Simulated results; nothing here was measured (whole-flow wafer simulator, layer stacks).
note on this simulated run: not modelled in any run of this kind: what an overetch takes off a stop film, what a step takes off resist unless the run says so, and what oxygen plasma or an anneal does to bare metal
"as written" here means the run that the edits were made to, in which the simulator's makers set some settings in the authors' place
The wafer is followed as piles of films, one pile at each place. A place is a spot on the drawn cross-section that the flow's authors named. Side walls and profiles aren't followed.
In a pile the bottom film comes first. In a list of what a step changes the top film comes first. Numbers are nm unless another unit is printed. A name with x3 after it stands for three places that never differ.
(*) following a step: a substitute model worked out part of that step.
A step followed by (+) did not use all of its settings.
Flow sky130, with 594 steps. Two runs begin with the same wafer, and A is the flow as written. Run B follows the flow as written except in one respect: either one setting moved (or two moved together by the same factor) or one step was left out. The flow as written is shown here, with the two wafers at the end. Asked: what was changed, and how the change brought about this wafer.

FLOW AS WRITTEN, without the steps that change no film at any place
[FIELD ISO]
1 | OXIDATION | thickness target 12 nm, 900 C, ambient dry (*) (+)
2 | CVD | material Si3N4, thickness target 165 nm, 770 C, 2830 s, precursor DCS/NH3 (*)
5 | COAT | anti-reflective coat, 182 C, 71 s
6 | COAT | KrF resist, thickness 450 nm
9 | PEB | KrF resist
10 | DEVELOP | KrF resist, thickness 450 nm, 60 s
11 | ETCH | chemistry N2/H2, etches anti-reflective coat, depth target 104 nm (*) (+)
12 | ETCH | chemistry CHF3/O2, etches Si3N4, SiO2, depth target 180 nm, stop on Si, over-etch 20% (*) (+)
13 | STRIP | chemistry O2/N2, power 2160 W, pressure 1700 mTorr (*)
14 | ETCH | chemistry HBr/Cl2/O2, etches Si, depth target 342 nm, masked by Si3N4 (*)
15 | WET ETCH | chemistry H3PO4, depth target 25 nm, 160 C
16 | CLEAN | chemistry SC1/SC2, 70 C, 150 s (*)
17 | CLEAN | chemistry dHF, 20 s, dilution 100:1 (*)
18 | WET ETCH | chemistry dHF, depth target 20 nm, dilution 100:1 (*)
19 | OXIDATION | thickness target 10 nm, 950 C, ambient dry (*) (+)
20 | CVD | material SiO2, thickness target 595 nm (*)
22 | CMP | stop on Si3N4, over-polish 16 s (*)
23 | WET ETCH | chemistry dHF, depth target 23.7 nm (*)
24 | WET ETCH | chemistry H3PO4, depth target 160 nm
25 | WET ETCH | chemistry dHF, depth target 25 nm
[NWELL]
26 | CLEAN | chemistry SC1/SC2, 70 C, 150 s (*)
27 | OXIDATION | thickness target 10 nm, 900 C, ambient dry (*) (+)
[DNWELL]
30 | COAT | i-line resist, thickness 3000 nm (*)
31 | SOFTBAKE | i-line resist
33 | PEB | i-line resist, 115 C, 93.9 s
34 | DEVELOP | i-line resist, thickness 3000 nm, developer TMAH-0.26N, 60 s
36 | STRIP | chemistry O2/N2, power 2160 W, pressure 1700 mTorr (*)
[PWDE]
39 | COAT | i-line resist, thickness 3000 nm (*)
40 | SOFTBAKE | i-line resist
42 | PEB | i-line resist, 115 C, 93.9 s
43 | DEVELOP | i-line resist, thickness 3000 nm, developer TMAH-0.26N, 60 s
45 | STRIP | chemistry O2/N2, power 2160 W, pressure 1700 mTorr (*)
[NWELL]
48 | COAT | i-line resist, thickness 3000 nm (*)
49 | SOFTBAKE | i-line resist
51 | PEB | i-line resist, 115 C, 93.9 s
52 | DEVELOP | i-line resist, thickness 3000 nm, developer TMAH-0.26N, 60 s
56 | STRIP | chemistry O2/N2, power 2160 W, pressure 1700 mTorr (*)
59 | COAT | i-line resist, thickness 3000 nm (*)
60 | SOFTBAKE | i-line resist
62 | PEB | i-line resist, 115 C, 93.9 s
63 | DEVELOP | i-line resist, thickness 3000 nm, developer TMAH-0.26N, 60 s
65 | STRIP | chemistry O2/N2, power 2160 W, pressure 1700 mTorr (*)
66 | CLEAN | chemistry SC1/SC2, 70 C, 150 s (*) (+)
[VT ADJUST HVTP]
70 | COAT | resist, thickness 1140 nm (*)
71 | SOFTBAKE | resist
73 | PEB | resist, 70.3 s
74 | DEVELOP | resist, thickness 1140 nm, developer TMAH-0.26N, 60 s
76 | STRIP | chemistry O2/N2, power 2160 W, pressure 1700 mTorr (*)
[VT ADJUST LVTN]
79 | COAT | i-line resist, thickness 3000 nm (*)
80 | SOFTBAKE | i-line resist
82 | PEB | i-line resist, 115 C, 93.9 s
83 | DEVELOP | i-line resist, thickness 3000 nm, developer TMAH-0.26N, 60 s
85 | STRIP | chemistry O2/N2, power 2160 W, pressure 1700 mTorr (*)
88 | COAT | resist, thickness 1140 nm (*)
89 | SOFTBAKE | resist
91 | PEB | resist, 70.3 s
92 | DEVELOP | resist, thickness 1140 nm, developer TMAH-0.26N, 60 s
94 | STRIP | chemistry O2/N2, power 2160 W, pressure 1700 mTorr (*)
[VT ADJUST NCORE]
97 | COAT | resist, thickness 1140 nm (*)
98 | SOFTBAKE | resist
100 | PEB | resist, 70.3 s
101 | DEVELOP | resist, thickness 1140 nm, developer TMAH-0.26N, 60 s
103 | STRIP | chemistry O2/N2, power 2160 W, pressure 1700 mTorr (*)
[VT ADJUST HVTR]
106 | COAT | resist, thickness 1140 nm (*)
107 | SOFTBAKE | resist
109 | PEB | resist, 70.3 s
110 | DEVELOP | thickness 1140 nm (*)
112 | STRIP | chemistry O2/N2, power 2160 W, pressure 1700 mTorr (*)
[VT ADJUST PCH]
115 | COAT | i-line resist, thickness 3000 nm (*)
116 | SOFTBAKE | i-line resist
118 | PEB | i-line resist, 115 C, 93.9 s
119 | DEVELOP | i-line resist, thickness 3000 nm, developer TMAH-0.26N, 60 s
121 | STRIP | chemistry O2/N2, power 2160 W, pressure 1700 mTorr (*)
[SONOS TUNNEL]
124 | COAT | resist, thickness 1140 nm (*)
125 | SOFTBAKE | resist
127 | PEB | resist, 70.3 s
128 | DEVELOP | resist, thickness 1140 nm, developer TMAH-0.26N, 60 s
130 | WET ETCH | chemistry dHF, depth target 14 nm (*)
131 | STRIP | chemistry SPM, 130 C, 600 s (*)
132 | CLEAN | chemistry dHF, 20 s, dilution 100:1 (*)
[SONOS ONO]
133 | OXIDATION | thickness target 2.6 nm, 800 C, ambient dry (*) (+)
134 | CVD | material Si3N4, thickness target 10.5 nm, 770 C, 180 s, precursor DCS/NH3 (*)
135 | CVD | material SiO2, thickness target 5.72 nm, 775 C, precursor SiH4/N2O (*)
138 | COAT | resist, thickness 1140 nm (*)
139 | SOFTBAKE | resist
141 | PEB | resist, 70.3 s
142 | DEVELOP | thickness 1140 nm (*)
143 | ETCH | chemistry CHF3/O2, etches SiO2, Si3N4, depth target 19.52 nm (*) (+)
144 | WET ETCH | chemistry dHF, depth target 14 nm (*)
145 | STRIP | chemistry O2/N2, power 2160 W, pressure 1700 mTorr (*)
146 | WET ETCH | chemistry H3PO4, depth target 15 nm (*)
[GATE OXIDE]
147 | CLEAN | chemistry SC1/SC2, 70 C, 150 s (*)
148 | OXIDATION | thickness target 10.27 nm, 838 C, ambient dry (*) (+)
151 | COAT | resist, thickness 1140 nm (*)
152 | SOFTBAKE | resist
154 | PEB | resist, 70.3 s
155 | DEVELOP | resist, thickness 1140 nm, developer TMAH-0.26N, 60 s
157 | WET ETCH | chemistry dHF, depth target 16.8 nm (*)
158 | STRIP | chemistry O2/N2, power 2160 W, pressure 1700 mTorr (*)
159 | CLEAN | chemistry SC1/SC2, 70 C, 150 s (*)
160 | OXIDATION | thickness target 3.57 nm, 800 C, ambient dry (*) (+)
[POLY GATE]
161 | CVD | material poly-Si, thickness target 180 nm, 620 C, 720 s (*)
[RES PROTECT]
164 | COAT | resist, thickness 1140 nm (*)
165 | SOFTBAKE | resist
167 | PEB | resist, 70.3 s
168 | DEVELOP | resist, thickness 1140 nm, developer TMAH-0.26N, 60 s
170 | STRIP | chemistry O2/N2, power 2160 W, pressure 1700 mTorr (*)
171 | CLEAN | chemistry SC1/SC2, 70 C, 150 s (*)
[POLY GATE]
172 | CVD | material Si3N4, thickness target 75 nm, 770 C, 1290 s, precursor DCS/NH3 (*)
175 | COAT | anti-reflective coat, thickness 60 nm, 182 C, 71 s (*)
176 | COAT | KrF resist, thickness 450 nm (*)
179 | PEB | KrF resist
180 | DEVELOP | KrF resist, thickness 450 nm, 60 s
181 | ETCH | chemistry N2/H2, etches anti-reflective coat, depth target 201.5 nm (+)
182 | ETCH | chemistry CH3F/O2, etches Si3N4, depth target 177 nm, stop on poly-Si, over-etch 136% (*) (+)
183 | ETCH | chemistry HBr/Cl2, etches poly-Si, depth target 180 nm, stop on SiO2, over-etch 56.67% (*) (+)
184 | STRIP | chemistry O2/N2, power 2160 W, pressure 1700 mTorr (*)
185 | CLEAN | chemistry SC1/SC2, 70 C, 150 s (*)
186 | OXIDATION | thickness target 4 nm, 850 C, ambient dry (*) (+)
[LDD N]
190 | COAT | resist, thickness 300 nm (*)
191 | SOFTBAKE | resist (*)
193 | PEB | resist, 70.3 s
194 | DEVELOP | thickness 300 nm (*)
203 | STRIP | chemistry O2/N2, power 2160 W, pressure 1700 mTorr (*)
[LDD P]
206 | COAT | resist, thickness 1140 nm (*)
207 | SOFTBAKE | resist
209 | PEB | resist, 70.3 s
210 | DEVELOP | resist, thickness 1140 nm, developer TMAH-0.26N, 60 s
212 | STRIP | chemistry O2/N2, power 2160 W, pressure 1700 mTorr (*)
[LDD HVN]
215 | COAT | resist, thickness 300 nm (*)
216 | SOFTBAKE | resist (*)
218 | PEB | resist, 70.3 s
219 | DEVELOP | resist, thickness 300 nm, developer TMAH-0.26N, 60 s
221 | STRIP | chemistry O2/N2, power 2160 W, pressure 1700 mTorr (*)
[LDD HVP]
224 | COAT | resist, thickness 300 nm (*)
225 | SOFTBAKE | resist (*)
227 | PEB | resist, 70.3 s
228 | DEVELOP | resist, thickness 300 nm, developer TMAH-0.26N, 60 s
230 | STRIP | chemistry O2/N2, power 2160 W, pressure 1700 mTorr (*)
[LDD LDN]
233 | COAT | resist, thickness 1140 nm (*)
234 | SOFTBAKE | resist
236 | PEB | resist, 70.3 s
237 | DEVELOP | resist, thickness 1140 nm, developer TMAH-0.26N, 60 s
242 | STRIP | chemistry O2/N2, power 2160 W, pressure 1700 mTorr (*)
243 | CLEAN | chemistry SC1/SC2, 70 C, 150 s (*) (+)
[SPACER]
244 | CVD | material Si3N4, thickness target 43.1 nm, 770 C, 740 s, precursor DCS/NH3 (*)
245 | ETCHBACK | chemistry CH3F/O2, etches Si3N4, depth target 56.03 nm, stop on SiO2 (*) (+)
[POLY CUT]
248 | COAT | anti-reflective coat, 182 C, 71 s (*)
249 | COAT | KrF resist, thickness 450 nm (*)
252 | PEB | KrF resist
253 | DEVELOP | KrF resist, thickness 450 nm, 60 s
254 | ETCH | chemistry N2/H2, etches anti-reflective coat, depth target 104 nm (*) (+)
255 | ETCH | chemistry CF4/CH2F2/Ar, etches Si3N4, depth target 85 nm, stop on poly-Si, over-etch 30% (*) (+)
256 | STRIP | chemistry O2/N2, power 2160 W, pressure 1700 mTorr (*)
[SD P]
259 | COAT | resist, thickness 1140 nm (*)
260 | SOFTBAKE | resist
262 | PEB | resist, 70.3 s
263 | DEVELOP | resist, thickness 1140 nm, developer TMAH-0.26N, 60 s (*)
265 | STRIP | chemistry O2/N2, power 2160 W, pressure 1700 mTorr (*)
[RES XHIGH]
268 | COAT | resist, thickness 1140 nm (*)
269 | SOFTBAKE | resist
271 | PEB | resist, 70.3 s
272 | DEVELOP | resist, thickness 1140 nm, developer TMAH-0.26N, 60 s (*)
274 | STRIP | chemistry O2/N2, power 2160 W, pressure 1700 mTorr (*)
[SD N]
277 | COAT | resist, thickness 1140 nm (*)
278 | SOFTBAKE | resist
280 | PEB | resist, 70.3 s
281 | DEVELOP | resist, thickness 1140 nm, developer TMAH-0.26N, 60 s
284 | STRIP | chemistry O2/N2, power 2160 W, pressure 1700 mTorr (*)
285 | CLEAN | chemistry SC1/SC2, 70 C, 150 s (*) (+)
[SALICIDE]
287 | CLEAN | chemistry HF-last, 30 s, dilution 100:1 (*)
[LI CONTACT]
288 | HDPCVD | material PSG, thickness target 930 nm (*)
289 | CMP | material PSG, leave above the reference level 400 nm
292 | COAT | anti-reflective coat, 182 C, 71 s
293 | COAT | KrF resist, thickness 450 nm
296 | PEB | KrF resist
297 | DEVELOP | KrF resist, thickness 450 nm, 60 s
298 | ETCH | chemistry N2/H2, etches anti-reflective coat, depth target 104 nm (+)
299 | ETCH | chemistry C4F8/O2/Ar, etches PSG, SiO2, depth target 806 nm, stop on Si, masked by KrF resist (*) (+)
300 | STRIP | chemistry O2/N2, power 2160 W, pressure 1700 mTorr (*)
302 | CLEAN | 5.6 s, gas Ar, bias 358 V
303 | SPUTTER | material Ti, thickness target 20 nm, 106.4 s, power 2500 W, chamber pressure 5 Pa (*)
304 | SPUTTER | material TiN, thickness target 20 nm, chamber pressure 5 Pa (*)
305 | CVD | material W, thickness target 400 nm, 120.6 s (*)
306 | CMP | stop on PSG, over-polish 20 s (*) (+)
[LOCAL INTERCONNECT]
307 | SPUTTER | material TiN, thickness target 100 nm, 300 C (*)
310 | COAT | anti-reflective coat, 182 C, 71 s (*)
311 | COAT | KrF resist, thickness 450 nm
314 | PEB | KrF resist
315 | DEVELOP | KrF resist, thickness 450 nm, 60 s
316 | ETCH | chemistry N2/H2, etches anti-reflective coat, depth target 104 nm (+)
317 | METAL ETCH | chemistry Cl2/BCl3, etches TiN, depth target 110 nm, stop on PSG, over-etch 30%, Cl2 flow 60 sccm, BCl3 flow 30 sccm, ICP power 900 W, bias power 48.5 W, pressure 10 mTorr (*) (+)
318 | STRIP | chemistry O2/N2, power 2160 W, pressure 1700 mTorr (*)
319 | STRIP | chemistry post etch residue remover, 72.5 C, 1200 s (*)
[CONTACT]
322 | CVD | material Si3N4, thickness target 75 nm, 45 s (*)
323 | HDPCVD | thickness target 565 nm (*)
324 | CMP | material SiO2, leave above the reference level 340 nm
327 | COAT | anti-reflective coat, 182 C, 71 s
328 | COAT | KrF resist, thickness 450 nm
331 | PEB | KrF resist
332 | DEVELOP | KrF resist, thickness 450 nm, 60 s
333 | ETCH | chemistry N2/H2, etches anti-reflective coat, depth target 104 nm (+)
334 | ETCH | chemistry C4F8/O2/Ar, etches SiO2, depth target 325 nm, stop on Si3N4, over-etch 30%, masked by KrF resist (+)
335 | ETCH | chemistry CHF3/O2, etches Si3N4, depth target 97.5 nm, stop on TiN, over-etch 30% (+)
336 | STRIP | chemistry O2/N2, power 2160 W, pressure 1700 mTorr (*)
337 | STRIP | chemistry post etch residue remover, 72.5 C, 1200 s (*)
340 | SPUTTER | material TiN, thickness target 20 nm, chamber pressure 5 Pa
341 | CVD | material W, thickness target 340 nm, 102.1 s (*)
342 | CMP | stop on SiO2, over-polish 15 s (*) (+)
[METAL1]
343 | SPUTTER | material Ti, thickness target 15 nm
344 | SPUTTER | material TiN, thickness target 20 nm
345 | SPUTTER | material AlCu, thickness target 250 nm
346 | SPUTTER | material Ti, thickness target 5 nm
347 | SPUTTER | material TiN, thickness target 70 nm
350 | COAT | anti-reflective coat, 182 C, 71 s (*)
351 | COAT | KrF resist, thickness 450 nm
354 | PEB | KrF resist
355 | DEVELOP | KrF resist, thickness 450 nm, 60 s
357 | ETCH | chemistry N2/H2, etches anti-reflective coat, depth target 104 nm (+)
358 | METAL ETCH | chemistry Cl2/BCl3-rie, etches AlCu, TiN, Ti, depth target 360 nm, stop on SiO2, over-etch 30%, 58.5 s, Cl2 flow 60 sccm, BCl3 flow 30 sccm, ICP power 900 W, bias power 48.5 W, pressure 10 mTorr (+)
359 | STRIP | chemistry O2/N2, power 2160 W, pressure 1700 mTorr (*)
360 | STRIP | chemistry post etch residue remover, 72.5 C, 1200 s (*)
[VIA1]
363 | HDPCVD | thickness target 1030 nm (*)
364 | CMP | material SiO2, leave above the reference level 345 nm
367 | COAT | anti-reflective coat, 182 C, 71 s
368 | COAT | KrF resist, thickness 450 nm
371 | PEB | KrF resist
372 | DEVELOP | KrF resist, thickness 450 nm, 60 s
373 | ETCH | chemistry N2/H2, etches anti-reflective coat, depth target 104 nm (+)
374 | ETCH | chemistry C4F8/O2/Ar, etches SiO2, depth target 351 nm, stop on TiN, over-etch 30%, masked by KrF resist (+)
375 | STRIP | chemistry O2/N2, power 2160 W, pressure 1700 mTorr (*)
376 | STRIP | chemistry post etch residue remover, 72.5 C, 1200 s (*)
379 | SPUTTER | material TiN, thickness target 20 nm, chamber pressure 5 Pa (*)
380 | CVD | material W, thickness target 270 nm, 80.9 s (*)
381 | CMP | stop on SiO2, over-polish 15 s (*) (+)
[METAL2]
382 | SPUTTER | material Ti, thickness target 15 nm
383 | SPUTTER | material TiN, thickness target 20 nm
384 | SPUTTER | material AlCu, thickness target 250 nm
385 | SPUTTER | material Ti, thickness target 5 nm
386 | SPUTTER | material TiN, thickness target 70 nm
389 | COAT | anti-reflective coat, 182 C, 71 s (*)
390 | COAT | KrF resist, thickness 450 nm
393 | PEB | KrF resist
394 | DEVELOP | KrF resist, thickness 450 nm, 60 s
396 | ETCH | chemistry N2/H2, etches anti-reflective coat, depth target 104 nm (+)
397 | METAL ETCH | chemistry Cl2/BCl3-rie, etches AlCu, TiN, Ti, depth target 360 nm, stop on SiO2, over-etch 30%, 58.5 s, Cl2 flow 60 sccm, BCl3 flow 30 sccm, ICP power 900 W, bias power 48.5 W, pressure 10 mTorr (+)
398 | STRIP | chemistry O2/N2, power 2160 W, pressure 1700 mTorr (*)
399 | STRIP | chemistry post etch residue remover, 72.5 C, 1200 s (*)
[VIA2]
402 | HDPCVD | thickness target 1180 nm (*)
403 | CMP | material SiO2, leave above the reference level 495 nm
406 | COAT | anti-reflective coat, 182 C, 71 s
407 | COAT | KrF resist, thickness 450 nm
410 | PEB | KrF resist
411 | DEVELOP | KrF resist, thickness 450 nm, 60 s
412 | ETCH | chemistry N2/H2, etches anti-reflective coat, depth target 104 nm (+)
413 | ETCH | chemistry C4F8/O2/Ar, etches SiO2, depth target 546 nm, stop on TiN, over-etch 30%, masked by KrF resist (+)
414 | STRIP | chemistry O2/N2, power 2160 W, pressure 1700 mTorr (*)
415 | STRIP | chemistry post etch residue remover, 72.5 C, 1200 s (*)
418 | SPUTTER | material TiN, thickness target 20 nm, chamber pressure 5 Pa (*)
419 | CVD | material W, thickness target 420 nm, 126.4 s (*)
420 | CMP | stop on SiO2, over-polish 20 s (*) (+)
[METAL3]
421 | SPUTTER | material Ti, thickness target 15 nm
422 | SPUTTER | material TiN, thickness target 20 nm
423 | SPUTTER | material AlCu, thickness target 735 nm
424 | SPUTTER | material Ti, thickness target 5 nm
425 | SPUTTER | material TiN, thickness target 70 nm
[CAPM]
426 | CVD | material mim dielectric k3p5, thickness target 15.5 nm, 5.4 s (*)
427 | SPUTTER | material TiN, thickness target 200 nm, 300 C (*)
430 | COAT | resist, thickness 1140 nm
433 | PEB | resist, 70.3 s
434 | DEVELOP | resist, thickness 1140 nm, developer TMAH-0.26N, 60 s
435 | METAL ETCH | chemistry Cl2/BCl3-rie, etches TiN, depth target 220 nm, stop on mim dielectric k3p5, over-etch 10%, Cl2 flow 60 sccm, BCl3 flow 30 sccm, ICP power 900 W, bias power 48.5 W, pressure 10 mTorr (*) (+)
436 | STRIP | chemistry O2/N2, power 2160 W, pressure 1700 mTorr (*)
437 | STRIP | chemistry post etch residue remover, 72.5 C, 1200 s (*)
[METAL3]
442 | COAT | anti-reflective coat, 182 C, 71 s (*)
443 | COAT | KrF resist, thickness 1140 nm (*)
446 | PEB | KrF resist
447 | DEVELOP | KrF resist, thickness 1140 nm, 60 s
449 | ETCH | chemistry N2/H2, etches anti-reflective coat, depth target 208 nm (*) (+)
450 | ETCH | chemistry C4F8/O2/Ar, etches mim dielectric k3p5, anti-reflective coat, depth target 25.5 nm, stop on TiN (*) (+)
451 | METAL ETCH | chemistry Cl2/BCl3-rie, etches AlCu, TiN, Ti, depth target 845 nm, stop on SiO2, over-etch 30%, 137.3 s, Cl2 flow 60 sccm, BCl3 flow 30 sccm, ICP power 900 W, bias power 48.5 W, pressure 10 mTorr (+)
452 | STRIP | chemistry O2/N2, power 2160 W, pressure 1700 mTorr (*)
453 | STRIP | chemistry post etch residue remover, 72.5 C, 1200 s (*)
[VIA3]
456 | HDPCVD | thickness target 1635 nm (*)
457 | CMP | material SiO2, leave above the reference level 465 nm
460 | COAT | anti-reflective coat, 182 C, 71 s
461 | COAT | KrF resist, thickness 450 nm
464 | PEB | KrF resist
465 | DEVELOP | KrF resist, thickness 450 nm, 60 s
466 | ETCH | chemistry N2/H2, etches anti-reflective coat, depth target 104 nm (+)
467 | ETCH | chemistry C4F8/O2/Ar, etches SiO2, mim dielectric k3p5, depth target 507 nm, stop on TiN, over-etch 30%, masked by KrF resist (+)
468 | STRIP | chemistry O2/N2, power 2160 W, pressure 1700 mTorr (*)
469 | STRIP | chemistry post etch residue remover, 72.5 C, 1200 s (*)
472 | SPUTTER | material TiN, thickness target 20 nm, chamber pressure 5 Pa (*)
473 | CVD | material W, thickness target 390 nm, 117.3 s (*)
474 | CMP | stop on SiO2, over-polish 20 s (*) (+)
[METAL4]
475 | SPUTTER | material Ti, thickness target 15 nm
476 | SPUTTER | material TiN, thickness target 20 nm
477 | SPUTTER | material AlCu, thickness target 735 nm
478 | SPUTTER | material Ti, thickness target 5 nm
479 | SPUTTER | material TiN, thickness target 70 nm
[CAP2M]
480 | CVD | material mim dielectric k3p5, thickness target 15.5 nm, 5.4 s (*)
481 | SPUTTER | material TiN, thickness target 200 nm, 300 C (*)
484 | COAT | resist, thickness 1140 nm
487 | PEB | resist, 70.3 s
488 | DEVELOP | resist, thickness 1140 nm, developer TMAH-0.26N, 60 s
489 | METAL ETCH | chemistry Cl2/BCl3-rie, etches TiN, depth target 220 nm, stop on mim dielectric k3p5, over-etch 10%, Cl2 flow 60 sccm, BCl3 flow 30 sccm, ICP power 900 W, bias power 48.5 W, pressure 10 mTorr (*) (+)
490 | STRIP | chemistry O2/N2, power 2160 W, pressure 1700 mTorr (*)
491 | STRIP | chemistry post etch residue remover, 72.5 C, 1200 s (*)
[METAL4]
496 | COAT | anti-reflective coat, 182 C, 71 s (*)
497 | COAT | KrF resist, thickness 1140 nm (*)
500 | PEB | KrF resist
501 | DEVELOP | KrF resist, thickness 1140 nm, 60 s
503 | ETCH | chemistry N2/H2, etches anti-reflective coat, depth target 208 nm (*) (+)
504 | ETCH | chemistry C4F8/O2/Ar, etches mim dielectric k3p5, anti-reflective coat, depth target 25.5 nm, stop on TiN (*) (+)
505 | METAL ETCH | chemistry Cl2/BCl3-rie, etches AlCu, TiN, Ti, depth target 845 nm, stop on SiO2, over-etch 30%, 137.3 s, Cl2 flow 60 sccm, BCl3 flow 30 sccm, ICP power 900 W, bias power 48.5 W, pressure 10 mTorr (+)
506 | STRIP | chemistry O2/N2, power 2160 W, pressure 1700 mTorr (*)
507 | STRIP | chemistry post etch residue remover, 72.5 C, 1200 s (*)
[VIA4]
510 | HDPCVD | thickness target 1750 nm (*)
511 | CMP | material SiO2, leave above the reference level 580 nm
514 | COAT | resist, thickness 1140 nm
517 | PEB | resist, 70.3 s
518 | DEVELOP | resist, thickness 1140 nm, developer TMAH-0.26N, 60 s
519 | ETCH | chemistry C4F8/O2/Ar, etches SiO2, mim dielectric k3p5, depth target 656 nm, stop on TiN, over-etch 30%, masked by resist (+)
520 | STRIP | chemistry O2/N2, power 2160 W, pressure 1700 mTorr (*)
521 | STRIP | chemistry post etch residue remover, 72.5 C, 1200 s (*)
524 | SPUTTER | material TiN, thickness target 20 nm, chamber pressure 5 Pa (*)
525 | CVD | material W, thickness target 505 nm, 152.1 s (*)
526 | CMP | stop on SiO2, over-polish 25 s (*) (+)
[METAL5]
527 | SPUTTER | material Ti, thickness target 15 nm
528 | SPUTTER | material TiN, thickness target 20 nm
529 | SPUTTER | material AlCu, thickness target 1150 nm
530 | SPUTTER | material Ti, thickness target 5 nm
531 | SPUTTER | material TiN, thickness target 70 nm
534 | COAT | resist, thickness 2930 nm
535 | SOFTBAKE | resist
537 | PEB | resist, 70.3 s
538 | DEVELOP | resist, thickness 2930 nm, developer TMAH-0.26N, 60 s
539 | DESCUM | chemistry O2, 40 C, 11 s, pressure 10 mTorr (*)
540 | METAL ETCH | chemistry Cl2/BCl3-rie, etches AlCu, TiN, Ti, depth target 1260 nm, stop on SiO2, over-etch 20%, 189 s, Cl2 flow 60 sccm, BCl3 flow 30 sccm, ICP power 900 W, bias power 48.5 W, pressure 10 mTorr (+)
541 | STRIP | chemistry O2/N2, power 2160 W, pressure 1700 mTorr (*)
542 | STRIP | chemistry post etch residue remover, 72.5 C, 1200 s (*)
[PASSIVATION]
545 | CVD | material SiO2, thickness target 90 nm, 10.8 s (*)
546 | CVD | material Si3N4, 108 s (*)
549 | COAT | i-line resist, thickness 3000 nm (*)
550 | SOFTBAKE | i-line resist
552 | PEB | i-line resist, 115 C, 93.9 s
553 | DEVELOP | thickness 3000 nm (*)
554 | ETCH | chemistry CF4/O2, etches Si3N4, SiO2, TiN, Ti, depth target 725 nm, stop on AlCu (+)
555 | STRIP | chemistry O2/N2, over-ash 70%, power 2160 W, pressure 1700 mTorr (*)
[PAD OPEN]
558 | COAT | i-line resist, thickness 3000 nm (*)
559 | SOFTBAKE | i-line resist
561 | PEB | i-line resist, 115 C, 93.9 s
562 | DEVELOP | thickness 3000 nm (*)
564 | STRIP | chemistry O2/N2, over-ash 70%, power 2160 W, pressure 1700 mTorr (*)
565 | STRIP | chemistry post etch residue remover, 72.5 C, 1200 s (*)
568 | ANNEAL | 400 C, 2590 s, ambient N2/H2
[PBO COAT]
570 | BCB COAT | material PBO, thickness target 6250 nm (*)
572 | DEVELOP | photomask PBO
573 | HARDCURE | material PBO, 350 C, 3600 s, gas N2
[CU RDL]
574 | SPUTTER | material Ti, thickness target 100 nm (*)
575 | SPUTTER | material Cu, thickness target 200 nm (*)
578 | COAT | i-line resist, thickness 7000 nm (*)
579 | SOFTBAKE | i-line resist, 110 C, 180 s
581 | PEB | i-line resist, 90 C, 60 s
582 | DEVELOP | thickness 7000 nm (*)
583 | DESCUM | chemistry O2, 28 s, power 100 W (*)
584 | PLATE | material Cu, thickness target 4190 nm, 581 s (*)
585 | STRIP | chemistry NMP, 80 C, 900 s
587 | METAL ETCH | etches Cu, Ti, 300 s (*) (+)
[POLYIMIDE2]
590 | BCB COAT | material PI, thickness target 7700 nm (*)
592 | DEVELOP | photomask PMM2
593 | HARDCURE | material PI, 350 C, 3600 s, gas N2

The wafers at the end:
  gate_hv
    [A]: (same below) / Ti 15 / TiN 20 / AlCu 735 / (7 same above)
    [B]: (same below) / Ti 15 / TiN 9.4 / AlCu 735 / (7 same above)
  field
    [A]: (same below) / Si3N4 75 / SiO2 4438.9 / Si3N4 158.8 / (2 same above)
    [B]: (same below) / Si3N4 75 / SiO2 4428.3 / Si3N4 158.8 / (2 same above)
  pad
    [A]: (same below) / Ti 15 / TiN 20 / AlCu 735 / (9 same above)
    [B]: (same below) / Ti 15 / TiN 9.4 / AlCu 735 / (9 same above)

What caused this: step 476, SPUTTER: thickness target 9.4 nm was run, though the flow has thickness target 20 nm.
The wafer itself shows it: gate_hv has TiN 9.4, and step 476 as written asks for 20 nm.

The path from the change to this, step by step:
  476 | SPUTTER | material TiN, thickness target 20 nm
      field, active, n_well and 189 more: A +20 TiN (new film) | B +9.4 TiN (new film)
  505 | METAL ETCH | chemistry Cl2/BCl3-rie, etches AlCu, TiN, Ti, depth target 845 nm, stop on SiO2, over-etch 30%, 137.3 s, Cl2 flow 60 sccm, BCl3 flow 30 sccm, ICP power 900 W, bias power 48.5 W, pressure 10 mTorr (+)
      field, gate, spacer and 68 more: A -70 TiN (all of it), -5 Ti (all of it), -735 AlCu (all of it), -20 TiN (all of it), -15 Ti (all of it), -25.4 SiO2 | B -70 TiN (all of it), -5 Ti (all of it), -735 AlCu (all of it), -9.4 TiN (all of it), -15 Ti (all of it), -26.4 SiO2
      active, vpp_iso1, mim_edge_plate and 14 more: A -70 TiN (all of it), -5 Ti (all of it), -735 AlCu (all of it), -20 TiN (all of it), -15 Ti (all of it), -25.3 SiO2 | B -70 TiN (all of it), -5 Ti (all of it), -735 AlCu (all of it), -9.4 TiN (all of it), -15 Ti (all of it), -26.4 SiO2
  511 | CMP | material SiO2, leave above the reference level 580 nm
      field, active, gate and 77 more: A -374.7 SiO2 | B -384.2 SiO2
      iso_guard__w1, mim_edge_gap, vpp_l1ln, vpp_m3ln, rpm_encl, via2_enc, rpm_encl_psd, iso_guard_nsd_tip: A -374.6 SiO2 | B -384.2 SiO2
